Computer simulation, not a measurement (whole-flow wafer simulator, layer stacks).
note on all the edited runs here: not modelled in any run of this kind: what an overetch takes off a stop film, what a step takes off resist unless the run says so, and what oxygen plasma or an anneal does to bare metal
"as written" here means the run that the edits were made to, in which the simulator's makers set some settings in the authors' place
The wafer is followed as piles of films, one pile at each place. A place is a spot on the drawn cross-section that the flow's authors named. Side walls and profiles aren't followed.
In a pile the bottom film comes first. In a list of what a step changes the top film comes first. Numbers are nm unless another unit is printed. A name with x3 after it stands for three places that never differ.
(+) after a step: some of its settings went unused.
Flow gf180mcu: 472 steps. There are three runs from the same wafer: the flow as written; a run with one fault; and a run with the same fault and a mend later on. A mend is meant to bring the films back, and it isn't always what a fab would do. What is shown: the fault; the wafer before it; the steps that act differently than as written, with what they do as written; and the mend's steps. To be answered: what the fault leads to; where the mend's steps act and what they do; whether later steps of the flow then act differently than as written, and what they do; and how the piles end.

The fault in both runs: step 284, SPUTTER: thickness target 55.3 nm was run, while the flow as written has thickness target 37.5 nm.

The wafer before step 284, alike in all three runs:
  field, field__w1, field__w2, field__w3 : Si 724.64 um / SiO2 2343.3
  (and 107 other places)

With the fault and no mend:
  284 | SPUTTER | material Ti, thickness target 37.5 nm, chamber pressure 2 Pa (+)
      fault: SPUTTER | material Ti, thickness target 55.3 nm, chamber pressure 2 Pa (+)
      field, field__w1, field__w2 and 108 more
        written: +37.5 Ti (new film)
        fault: +55.3 Ti (new film)
  Steps further on in the flow that do not act as written:
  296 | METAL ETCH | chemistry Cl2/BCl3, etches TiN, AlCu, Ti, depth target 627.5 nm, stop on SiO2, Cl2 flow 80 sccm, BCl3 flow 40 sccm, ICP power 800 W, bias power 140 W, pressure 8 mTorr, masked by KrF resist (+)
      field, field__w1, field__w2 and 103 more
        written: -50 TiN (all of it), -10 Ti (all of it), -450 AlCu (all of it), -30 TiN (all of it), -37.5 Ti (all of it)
        fault: -50 TiN (all of it), -10 Ti (all of it), -450 AlCu (all of it), -30 TiN (all of it), -55.3 Ti (all of it)
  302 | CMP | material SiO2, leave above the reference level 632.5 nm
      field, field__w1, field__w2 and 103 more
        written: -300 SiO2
        fault: -282.2 SiO2
  At field__w8, contact, m1, m1__w1, m1_nw, the piles at the end differ from the flow's by more than 2% or 0.5 nm, whichever is larger.
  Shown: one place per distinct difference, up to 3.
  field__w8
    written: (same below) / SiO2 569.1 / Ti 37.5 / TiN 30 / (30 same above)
    fault: (same below) / SiO2 569.1 / Ti 55.3 / TiN 30 / (30 same above)
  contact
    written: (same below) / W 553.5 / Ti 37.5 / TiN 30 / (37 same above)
    fault: (same below) / W 553.5 / Ti 55.3 / TiN 30 / (37 same above)

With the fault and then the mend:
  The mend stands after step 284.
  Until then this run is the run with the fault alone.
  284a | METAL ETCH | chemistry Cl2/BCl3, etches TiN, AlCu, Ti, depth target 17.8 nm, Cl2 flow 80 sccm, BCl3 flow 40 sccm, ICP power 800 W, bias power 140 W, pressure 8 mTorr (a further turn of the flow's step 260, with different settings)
      field, field__w1, field__w2 and 108 more
        -17.8 Ti
  Every later step of the flow that is run acts as written at every place that is followed.
  The piles end the same as the flow's at every place that both follow.
